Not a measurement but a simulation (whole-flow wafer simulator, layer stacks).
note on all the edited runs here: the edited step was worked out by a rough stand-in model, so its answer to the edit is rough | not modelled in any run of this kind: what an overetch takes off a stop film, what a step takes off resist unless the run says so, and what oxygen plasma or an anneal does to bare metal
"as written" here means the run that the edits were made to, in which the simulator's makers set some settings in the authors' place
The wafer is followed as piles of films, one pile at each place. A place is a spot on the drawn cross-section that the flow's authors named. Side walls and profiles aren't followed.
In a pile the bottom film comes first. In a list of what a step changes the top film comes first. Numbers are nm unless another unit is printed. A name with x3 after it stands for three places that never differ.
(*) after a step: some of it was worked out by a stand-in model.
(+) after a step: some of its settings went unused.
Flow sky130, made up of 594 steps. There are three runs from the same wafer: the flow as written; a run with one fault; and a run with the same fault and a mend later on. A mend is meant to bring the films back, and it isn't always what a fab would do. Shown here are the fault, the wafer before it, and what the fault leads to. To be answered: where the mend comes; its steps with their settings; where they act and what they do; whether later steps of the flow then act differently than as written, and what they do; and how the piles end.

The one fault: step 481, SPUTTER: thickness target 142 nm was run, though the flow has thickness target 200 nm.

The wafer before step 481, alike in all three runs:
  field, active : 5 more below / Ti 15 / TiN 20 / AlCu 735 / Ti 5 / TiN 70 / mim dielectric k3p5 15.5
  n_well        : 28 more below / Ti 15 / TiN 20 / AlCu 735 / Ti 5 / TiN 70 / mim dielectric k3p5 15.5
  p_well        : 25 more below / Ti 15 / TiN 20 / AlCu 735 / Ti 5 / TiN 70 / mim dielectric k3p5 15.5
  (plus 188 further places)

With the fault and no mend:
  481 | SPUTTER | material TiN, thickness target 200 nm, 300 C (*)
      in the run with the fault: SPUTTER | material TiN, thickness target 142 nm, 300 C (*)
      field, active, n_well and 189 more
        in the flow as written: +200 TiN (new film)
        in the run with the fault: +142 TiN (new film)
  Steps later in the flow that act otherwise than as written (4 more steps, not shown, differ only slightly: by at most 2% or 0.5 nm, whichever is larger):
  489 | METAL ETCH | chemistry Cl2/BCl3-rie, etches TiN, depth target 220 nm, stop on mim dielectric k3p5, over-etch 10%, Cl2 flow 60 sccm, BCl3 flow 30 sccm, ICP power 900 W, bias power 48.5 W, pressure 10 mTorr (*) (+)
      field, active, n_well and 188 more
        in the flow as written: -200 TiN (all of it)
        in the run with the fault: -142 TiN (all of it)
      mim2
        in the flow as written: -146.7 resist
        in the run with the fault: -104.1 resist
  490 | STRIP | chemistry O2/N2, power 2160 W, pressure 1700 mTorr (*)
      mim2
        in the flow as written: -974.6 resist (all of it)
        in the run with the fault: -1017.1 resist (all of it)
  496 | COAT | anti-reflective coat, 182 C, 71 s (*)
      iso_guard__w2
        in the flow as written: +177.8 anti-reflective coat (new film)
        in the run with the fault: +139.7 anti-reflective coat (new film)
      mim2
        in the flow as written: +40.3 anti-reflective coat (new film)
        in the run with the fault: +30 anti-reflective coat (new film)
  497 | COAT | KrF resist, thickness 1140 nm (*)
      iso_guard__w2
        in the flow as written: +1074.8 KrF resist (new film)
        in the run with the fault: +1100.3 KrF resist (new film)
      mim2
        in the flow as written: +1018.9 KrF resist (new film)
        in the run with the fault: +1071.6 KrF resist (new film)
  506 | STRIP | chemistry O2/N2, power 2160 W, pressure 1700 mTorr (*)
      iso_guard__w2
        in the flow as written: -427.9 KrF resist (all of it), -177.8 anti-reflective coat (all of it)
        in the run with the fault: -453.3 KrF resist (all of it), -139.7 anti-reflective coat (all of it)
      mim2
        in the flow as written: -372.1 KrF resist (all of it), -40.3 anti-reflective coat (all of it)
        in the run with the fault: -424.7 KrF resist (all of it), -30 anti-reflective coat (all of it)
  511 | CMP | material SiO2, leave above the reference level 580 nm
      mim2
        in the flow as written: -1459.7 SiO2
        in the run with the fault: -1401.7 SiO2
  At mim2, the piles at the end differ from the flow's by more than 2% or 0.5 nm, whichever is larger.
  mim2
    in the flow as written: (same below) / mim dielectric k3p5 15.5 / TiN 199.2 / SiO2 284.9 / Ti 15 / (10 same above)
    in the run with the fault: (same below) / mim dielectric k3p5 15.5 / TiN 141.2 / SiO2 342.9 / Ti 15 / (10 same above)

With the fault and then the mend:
  The mend follows step 481.
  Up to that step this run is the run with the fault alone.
  481a | SPUTTER | material TiN, thickness target 58 nm, 300 C (*) (a further turn of the flow's step 481, with different settings)
      field, active, n_well and 189 more
        +58 TiN
  Later steps of the flow that are run all act as written at every place that is followed.
  The piles end the same as the flow's at every place that both follow.
